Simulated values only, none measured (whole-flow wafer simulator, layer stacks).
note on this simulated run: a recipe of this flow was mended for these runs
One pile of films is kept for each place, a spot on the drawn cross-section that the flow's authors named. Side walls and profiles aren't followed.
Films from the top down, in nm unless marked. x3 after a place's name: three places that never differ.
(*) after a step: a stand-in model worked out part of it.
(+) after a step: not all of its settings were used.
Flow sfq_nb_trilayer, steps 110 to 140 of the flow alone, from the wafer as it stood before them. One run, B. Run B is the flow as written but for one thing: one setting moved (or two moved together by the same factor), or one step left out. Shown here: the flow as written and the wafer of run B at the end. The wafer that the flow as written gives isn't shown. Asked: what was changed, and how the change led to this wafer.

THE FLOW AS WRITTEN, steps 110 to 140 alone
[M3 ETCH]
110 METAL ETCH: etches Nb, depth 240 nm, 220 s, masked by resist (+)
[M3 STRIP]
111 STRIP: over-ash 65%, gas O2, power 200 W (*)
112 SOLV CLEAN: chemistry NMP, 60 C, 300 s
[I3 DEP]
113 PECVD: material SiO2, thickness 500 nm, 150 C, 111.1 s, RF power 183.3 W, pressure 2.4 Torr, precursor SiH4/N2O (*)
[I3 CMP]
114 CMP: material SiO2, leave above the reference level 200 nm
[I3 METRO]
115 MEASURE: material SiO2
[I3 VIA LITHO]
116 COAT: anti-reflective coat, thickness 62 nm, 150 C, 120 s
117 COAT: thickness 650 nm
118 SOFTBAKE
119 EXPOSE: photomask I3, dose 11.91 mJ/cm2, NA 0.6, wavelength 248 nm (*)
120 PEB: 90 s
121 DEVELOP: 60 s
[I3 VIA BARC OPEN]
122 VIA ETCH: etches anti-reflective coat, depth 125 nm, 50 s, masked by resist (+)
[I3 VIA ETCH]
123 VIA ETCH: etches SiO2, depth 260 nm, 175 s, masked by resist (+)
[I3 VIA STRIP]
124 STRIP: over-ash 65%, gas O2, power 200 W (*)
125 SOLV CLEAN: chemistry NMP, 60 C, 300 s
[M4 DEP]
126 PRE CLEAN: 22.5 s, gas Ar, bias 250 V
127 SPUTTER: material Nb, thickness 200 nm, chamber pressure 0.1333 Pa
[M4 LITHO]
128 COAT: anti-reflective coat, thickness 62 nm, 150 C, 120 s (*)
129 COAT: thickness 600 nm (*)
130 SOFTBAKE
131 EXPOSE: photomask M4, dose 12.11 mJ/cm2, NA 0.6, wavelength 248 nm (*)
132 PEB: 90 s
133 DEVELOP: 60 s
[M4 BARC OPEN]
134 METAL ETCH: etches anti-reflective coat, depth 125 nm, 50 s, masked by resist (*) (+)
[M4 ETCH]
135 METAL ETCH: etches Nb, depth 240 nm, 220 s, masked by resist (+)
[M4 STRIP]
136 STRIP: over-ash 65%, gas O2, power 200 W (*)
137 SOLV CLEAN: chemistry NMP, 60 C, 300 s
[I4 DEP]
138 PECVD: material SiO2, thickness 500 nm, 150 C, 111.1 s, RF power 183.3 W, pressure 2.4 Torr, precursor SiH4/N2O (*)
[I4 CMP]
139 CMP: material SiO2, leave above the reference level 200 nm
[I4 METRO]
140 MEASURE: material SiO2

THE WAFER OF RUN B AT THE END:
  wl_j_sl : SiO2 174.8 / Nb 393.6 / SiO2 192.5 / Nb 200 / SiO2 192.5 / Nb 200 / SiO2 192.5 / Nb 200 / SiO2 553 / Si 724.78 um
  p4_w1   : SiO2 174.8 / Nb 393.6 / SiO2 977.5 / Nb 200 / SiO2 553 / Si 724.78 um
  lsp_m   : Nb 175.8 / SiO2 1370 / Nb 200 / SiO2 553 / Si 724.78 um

The cause: step 111, STRIP: over-ash 65%, gas O2, power 200 W (*), was left out.

How the change led to this, step by step:
  113 PECVD: material SiO2, thickness 500 nm, 150 C, 111.1 s, RF power 183.3 W, pressure 2.4 Torr, precursor SiH4/N2O (*)
      p4_g1, p4_g2, p3_s0, p3_s1, p3_s2, p3_s3, p3_s4, p3_s5: SiO2 +500 (as written it would be: SiO2 +561.1)
      via_w: SiO2 +500 (new film) (as written it would be: SiO2 +621.2 (new film))
  114 CMP: material SiO2, leave above the reference level 200 nm
      p4_w1, p4_w2, p4_w3 and 21 more: SiO2 -500 (all of it), KrF-resist-other-grade -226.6 (as written it would be: SiO2 -300)
      v_sur: SiO2 -500 (all of it), KrF-resist-other-grade -207 (as written it would be: SiO2 -300)
      (and at 14 more places)
  123 VIA ETCH: etches SiO2, depth 260 nm, 175 s, masked by resist (+)
      via_v: KrF-resist-other-grade -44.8 (as written it would be: SiO2 -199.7 (all of it), Nb -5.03)
  124 STRIP: over-ash 65%, gas O2, power 200 W (*)
      p4_w1, p4_w2, p4_w3 and 21 more: KrF-resist-other-grade -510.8 (all of it), anti-reflective coat -62 (all of it), KrF-resist-other-grade -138 (all of it), anti-reflective coat -62 (all of it) (as written it would be: KrF-resist-other-grade -510.8 (all of it), anti-reflective coat -62 (all of it))
      via_wl, via_wr: KrF-resist-other-grade -510.8 (all of it), anti-reflective coat -62 (all of it), KrF-resist-other-grade -183.3 (all of it), anti-reflective coat -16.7 (all of it) (as written it would be: KrF-resist-other-grade -510.8 (all of it), anti-reflective coat -62 (all of it))
      (and at 5 more places)
  126 PRE CLEAN: 22.5 s, gas Ar, bias 250 V
      v_sur, via_wl, via_w and 27 more: Nb -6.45 (as written it would be: SiO2 -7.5)
  127 SPUTTER: material Nb, thickness 200 nm, chamber pressure 0.1333 Pa
      via_wr, via_sp, p4_w1 and 23 more: Nb +200 (as written it would be: Nb +200 (new film))
      v_sur: Nb +165.2 (as written it would be: Nb +200 (new film))
      (and at 4 more places)
  128 COAT: anti-reflective coat, thickness 62 nm, 150 C, 120 s (*)
      m0r_line_l x3: anti-reflective coat +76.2 (new film) (as written it would be: anti-reflective coat +62 (new film))
      m0r_space_l, m6r_space_l x2: anti-reflective coat +44.7 (new film) (as written it would be: anti-reflective coat +62 (new film))
      (and at 89 more places)
  129 COAT: thickness 600 nm (*)
      wl_f_sr, m0r_line_l x3: KrF-resist-other-grade +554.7 (new film) (as written it would be: KrF-resist-other-grade +600 (new film))
      m0r_space_l, m6r_space_l x2: KrF-resist-other-grade +576.2 (new film) (as written it would be: KrF-resist-other-grade +600 (new film))
      (and at 77 more places)
  132 PEB: 90 s
      via_w: KrF-resist-other-grade -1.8 (as written it would be: KrF-resist-other-grade -1.23)
  133 DEVELOP: 60 s
      m0r_line_l x3: KrF-resist-other-grade -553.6 (all of it) (as written it would be: KrF-resist-other-grade -598.7 (all of it))
      m0r_space_l, m6r_space_l x2: KrF-resist-other-grade -575 (all of it) (as written it would be: KrF-resist-other-grade -598.7 (all of it))
      (and at 42 more places)
  134 METAL ETCH: etches anti-reflective coat, depth 125 nm, 50 s, masked by resist (*) (+)
      m0r_line_l x3: anti-reflective coat -76.2 (all of it) (as written it would be: anti-reflective coat -62 (all of it))
      m0r_space_l, m6r_space_l x2: anti-reflective coat -44.7 (all of it) (as written it would be: anti-reflective coat -62 (all of it))
      (and at 54 more places)
  136 STRIP: over-ash 65%, gas O2, power 200 W (*)
      ln_m5, lsp_m: KrF-resist-other-grade -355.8 (all of it), anti-reflective coat -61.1 (all of it) (as written it would be: KrF-resist-other-grade -364 (all of it), anti-reflective coat -62.3 (all of it))
      v_sur: KrF-resist-other-grade -411.2 (all of it), anti-reflective coat -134 (all of it) (as written it would be: KrF-resist-other-grade -360.6 (all of it), anti-reflective coat -64.7 (all of it))
      (and at 36 more places)
  138 PECVD: material SiO2, thickness 500 nm, 150 C, 111.1 s, RF power 183.3 W, pressure 2.4 Torr, precursor SiH4/N2O (*)
      p3_s0, p3_s1, p3_s2, p3_s3, p3_s4, p3_s5: SiO2 +500 (as written it would be: SiO2 +561.1)
      p4_w1, p4_w2, p4_w3: SiO2 +556 (new film) (as written it would be: SiO2 +500 (new film))
      (and at 1 more place)
  139 CMP: material SiO2, leave above the reference level 200 nm
      ln_m5, lsp_m, ln_m6, p4_fl, p4_fm, p4_g1, p4_g2, p4_fr: SiO2 -500 (all of it), Nb -24.2 (as written it would be: SiO2 -300)
      field_l, be, be_sur and 55 more: SiO2 -320.2 (as written it would be: SiO2 -96)
      (and at 39 more places)
Counting metal films that touch as one body, wl_j_sl has 4 bodies (between them, from the top down: SiO2 192.5; SiO2 192.5; SiO2 192.5); the flow as written gives 5 bodies (between them, from the top down: SiO2 192.5; SiO2 192.5; SiO2 192.5; SiO2 192.5).
Counting metal films that touch as one body, p4_w1 has 2 bodies (between them, from the top down: SiO2 977.5); the flow as written gives 3 bodies (between them, from the top down: SiO2 192.5; SiO2 977.5).
